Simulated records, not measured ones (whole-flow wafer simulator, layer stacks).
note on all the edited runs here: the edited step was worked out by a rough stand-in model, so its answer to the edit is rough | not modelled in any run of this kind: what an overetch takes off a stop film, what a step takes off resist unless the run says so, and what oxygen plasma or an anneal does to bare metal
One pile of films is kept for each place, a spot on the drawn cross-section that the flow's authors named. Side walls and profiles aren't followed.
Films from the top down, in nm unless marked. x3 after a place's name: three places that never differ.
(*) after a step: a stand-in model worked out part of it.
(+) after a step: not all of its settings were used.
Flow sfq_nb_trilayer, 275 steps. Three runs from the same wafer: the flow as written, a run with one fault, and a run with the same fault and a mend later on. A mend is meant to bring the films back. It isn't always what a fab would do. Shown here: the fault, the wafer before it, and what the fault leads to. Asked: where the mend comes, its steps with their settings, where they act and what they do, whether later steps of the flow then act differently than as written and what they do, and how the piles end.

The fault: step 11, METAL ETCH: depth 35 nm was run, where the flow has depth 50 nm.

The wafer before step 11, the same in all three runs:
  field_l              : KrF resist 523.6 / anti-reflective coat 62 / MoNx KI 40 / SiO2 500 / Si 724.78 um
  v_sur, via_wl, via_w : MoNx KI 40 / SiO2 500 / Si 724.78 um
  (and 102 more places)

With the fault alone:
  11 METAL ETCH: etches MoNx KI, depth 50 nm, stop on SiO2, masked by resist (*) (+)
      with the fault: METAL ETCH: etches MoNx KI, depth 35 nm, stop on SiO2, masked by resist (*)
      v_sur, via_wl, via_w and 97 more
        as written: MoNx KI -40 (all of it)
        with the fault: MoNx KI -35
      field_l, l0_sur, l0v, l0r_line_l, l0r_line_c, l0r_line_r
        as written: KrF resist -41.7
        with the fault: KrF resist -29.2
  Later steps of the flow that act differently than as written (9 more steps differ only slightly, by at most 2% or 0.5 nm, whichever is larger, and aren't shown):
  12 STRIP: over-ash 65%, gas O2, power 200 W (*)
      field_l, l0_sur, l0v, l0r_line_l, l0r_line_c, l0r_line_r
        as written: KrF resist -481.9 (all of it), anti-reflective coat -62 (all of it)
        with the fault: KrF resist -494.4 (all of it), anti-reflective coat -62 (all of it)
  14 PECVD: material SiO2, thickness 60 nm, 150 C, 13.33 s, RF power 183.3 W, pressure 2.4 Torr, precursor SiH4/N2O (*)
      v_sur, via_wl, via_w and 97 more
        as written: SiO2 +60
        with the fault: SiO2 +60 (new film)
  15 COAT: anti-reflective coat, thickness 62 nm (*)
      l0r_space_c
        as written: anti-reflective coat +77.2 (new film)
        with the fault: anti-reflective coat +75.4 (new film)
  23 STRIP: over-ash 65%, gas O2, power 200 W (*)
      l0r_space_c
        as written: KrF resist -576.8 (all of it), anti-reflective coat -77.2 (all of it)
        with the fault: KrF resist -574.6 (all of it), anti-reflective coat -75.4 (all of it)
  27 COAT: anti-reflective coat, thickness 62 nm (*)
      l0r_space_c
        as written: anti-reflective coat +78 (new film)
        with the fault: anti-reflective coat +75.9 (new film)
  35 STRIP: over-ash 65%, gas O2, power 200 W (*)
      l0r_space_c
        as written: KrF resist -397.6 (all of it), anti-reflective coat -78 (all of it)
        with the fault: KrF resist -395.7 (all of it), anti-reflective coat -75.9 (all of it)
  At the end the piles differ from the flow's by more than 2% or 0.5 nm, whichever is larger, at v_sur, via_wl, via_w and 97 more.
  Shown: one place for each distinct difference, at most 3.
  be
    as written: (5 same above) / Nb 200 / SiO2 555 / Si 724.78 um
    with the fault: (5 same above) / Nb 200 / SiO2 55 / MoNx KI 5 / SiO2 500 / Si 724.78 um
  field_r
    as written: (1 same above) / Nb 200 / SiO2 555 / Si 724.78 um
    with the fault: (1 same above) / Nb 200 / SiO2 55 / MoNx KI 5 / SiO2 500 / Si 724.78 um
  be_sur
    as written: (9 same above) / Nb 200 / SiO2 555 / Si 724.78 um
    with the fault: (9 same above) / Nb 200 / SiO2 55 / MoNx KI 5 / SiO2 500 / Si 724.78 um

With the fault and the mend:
  The mend comes after step 11.
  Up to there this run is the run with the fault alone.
  11a METAL ETCH: etches MoNx KI, depth 15 nm, stop on SiO2, masked by resist (+) (the flow's step 11 once more, with other settings)
      v_sur, via_wl, via_w and 97 more
        MoNx KI -5 (all of it)
      field_l, l0_sur, l0v, l0r_line_l, l0r_line_c, l0r_line_r
        KrF resist -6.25
  No later step of the flow acts differently than as written, at any place that is followed, by more than 2% or 0.5 nm, whichever is larger.
  At the end the piles are the same as the flow's at every place that both follow.
